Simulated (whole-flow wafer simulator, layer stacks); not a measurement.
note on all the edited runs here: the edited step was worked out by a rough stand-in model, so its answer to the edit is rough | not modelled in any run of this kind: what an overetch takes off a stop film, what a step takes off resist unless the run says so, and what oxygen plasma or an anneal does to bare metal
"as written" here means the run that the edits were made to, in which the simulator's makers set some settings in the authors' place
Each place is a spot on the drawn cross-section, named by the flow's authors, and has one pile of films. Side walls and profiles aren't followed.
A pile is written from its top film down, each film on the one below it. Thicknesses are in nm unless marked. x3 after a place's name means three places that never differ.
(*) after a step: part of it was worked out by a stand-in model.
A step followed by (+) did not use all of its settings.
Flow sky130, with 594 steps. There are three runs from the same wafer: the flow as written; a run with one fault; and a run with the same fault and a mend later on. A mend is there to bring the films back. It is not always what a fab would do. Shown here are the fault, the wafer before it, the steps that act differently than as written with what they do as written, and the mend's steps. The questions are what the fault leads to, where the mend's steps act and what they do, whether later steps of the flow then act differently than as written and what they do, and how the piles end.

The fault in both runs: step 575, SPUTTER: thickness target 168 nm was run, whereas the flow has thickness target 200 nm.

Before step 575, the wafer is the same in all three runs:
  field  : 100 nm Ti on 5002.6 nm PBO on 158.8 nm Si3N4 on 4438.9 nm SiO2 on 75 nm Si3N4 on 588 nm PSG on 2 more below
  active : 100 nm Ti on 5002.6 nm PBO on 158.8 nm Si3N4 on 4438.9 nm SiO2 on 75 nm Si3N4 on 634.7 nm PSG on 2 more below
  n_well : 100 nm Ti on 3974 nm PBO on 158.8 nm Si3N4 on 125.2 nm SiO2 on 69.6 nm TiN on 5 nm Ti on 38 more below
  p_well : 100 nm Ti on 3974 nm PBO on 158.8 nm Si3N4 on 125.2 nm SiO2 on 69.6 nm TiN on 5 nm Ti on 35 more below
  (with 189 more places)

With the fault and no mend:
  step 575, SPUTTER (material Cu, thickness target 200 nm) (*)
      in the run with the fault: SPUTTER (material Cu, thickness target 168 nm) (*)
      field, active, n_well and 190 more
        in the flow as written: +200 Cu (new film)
        in the run with the fault: +168 Cu (new film)
  Later steps of the flow acting differently than as written (7 other steps are not shown; they differ only slightly, by no more than 2% or 0.5 nm, whichever is larger):
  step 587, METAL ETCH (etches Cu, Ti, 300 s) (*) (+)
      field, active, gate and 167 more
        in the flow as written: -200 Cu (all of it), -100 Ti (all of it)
        in the run with the fault: -168 Cu (all of it), -100 Ti (all of it)
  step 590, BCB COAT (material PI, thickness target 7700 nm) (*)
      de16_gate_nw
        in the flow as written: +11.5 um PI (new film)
        in the run with the fault: +11.47 um PI (new film)
  By the end, the piles at mim, sd_hvn, dext_nw_sti and 11 more depart from the flow's by more than 2% or 0.5 nm, whichever is larger.
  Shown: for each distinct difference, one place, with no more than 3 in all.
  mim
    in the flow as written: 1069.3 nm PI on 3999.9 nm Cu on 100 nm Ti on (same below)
    in the run with the fault: 1099.3 nm PI on 3967.9 nm Cu on 100 nm Ti on (same below)
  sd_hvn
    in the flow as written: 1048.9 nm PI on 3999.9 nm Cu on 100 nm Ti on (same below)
    in the run with the fault: 1079.7 nm PI on 3967.9 nm Cu on 100 nm Ti on (same below)
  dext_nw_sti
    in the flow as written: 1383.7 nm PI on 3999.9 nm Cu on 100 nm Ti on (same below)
    in the run with the fault: 1412.4 nm PI on 3967.9 nm Cu on 100 nm Ti on (same below)

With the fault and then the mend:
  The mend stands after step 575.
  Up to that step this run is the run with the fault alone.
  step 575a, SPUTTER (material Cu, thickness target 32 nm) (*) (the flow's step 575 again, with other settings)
      field, active, n_well and 190 more
        +32 Cu
  None of the later steps of the flow acts differently than as written at any place that is followed.
  By the end, the piles equal the flow's at every place that both follow.
